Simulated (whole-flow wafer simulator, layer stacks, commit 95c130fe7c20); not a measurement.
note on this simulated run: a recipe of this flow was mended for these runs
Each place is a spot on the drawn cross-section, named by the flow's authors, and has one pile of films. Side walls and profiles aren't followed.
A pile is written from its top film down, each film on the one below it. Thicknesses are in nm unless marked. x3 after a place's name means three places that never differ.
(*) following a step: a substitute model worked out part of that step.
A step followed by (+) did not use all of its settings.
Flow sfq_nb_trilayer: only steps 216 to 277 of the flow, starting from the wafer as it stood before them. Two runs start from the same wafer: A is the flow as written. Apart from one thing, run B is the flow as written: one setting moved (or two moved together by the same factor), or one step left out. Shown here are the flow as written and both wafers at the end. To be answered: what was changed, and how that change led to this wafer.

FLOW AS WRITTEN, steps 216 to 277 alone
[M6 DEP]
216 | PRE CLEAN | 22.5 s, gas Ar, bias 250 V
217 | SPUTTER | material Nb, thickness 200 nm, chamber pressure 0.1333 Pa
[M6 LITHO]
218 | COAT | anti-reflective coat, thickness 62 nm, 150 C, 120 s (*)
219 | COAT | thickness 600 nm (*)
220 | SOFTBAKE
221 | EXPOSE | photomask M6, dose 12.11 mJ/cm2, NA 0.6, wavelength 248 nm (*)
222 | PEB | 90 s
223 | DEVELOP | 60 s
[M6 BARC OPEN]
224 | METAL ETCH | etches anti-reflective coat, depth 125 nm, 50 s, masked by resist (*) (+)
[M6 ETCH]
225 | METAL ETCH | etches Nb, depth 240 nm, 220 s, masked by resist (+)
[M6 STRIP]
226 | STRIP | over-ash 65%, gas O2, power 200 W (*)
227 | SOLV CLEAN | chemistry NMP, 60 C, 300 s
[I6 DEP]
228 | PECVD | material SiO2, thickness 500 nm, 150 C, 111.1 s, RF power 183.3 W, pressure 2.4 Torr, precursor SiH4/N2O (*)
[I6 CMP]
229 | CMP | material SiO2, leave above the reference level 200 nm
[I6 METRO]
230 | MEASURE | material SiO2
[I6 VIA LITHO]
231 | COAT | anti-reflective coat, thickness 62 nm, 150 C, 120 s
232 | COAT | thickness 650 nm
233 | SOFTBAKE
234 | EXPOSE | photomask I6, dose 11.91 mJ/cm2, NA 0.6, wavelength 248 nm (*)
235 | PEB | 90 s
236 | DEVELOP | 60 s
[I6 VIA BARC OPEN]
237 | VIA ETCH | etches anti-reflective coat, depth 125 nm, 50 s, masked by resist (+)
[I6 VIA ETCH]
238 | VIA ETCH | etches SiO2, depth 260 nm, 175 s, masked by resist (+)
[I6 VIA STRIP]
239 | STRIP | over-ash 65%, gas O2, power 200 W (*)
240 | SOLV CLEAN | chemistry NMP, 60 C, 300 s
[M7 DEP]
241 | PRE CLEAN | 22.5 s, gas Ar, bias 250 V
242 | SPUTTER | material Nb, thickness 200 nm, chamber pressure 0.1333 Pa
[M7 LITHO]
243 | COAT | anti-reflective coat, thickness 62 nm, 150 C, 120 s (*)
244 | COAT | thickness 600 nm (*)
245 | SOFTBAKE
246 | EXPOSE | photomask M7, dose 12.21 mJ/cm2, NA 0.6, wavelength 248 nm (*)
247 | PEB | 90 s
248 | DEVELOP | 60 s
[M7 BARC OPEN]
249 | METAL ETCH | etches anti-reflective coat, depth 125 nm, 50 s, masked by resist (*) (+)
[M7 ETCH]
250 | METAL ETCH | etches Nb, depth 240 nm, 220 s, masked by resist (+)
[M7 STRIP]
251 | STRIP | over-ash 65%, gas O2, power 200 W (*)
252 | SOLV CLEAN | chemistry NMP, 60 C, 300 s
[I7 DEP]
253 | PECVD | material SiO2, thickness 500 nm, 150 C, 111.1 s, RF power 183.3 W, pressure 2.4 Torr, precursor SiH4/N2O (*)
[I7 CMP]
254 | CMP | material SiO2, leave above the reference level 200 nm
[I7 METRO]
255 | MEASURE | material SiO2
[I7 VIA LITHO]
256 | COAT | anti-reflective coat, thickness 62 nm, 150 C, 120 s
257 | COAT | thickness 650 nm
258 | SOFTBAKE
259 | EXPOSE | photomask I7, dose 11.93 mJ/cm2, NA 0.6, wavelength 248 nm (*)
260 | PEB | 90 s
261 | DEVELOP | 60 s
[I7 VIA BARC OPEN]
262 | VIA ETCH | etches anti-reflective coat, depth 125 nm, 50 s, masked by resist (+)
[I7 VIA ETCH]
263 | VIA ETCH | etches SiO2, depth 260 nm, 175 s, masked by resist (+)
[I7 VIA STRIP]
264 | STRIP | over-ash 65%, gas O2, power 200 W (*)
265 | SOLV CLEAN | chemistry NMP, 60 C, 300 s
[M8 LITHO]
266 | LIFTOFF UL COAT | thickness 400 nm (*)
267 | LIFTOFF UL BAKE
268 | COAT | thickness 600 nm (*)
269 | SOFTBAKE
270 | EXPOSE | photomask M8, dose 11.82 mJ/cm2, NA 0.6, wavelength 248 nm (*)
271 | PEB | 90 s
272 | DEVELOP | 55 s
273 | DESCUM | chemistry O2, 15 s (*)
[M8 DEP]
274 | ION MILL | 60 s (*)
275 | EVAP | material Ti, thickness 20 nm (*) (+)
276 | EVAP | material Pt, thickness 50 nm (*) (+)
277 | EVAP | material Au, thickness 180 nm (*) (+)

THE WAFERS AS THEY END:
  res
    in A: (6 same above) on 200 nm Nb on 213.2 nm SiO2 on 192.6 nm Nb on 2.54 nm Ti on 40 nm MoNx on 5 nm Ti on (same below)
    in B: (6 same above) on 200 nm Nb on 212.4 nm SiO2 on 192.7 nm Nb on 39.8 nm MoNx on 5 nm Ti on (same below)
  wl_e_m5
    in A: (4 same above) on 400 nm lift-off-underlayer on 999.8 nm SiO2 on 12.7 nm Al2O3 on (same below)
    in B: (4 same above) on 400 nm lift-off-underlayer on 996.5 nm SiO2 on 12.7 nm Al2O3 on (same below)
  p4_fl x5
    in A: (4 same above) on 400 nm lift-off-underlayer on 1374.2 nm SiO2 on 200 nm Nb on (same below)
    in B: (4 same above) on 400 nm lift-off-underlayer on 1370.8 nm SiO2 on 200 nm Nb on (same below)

What caused this: step 216, PRE CLEAN: 32.62 s was run, whereas the flow has 22.5 s.

How this came from the change, step by step:
  216 | PRE CLEAN | 22.5 s, gas Ar, bias 250 V
      res: A -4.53 Ti | B -7.07 Ti (all of it), -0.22 MoNx
      field_l, v_sur, via_wl and 100 more: A -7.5 SiO2 | B -10.9 SiO2
      (and at 2 other places as well)
